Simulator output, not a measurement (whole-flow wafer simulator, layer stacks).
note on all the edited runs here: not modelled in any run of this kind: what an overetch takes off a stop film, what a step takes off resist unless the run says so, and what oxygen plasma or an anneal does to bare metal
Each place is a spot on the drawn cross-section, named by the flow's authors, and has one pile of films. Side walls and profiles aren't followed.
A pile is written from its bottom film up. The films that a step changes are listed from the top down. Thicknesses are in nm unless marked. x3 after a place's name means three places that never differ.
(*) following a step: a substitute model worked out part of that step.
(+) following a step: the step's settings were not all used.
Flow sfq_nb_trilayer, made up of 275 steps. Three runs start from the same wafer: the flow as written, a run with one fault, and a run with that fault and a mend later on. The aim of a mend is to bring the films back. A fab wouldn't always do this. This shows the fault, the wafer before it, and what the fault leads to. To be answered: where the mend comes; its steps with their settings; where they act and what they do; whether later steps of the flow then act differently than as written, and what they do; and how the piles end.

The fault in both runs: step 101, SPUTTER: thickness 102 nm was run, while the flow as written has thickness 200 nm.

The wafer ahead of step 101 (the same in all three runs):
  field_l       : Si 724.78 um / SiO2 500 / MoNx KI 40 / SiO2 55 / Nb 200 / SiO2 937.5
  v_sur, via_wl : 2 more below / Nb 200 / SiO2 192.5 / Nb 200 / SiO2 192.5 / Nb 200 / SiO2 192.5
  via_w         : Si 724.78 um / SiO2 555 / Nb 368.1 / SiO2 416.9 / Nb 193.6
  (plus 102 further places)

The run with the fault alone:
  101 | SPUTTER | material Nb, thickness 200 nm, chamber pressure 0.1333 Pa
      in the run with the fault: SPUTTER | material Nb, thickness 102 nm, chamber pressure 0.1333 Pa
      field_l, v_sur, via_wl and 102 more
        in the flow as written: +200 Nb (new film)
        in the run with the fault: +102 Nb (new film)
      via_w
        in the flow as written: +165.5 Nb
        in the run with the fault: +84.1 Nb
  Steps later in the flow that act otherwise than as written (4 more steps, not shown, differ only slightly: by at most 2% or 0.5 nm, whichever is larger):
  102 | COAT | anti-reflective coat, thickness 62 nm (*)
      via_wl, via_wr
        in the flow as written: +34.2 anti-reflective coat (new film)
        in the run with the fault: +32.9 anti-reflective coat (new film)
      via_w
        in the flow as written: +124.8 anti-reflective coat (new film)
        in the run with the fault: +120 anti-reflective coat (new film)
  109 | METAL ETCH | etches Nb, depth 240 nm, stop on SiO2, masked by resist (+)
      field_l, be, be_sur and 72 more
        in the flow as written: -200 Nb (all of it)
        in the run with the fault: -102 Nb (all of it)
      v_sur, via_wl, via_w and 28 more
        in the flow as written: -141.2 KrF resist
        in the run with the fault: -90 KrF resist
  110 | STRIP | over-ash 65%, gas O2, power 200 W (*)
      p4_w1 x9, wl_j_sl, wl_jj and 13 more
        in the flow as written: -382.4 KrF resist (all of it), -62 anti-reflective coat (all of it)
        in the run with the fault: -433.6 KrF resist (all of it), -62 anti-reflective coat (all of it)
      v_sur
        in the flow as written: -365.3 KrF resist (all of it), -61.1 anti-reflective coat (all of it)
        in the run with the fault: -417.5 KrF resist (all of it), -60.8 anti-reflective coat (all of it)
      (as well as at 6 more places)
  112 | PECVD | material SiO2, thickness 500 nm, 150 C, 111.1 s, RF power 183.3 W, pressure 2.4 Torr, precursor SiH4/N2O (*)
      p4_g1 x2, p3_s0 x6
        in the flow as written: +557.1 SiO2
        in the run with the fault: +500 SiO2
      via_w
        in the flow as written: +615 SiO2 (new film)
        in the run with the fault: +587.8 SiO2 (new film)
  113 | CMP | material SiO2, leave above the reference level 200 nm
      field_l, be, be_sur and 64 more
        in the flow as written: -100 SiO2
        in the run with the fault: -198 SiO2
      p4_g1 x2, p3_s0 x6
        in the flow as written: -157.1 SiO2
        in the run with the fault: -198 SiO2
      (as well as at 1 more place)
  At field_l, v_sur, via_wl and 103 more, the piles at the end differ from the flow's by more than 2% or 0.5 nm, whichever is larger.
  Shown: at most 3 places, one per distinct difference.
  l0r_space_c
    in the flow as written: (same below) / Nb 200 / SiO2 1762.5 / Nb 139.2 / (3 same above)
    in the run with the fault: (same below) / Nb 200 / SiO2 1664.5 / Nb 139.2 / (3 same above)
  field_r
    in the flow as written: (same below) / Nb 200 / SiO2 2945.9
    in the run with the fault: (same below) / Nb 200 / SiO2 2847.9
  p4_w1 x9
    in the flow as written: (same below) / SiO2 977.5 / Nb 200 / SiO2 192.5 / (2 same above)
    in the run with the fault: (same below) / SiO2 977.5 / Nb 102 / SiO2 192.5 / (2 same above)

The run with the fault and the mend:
  The mend stands after step 101.
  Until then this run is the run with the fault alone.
  101a | SPUTTER | material Nb, thickness 98 nm, chamber pressure 0.1333 Pa (the flow's step 101, run once more with other settings)
      field_l, v_sur, via_wl and 102 more
        +98 Nb
      via_w
        +79.8 Nb
  Later steps of the flow that are run all act as written at every place that is followed, up to a difference of at most 2% or 0.5 nm, whichever is larger.
  At the end the piles are close to the flow's at the places that both follow, differing by at most 2% or 0.5 nm, whichever is larger.
